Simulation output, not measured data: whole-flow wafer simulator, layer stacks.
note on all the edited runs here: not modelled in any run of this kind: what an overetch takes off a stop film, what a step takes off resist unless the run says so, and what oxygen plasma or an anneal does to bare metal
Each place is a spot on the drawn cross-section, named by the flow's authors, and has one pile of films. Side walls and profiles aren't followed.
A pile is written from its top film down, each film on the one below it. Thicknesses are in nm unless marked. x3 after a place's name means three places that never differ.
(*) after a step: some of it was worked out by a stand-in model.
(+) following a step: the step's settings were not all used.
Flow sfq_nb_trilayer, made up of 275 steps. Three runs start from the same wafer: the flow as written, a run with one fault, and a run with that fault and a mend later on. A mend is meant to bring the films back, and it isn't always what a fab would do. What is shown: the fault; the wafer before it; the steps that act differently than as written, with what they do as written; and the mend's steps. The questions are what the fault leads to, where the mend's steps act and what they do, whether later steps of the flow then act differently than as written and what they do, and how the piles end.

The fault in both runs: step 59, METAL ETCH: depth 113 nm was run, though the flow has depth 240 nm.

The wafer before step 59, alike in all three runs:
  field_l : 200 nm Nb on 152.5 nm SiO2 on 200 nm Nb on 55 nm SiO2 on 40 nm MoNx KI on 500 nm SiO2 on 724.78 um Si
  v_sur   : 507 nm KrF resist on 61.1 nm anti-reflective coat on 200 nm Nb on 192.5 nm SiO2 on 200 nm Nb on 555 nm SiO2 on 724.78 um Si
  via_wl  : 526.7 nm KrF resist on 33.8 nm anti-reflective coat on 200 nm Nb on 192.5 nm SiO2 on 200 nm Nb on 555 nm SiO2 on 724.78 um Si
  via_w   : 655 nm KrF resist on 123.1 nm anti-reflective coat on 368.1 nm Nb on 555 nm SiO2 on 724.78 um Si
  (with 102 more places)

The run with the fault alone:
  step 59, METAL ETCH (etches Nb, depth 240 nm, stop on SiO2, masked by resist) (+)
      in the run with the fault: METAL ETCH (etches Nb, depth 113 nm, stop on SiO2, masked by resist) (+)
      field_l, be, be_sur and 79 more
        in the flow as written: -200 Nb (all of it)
        in the run with the fault: -113 Nb
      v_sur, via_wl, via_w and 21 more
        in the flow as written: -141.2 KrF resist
        in the run with the fault: -66.5 KrF resist
  Later steps of the flow acting differently than as written:
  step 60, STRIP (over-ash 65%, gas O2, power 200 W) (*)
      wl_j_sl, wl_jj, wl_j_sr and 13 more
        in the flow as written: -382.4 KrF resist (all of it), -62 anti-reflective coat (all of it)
        in the run with the fault: -457.1 KrF resist (all of it), -62 anti-reflective coat (all of it)
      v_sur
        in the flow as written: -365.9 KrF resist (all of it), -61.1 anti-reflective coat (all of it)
        in the run with the fault: -440.6 KrF resist (all of it), -61.1 anti-reflective coat (all of it)
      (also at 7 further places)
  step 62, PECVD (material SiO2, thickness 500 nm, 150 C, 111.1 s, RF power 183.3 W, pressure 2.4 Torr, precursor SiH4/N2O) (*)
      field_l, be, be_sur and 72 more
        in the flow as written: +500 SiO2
        in the run with the fault: +500 SiO2 (new film)
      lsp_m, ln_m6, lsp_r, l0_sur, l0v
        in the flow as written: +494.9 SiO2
        in the run with the fault: +500 SiO2 (new film)
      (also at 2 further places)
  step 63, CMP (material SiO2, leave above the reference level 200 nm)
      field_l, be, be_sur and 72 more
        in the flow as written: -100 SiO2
        in the run with the fault: -187 SiO2
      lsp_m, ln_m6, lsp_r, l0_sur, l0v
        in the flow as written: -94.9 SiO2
        in the run with the fault: -187 SiO2
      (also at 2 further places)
  By the end, the piles at field_l, be, be_sur and 79 more depart from the flow's by more than 2% or 0.5 nm, whichever is larger.
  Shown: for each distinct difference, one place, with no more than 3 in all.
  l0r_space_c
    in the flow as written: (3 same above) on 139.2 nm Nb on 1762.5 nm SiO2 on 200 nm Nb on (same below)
    in the run with the fault: (3 same above) on 139.2 nm Nb on 1483 nm SiO2 on 87 nm Nb on 192.5 nm SiO2 on 200 nm Nb on (same below)
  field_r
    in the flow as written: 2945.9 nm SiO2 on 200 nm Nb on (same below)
    in the run with the fault: 2666.4 nm SiO2 on 87 nm Nb on 192.5 nm SiO2 on 200 nm Nb on (same below)
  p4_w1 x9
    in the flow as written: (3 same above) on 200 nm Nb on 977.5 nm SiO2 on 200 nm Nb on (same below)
    in the run with the fault: (3 same above) on 200 nm Nb on 698 nm SiO2 on 87 nm Nb on 192.5 nm SiO2 on 200 nm Nb on (same below)

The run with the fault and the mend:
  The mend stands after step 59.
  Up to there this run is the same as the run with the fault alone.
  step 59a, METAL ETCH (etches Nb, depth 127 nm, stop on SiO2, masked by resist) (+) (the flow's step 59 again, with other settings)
      field_l, be, be_sur and 79 more
        -87 Nb (all of it)
      v_sur, via_wl, via_w and 21 more
        -74.7 KrF resist
  None of the later steps of the flow acts differently than as written at any place that is followed.
  The piles end the same as the flow's at every place that both follow.
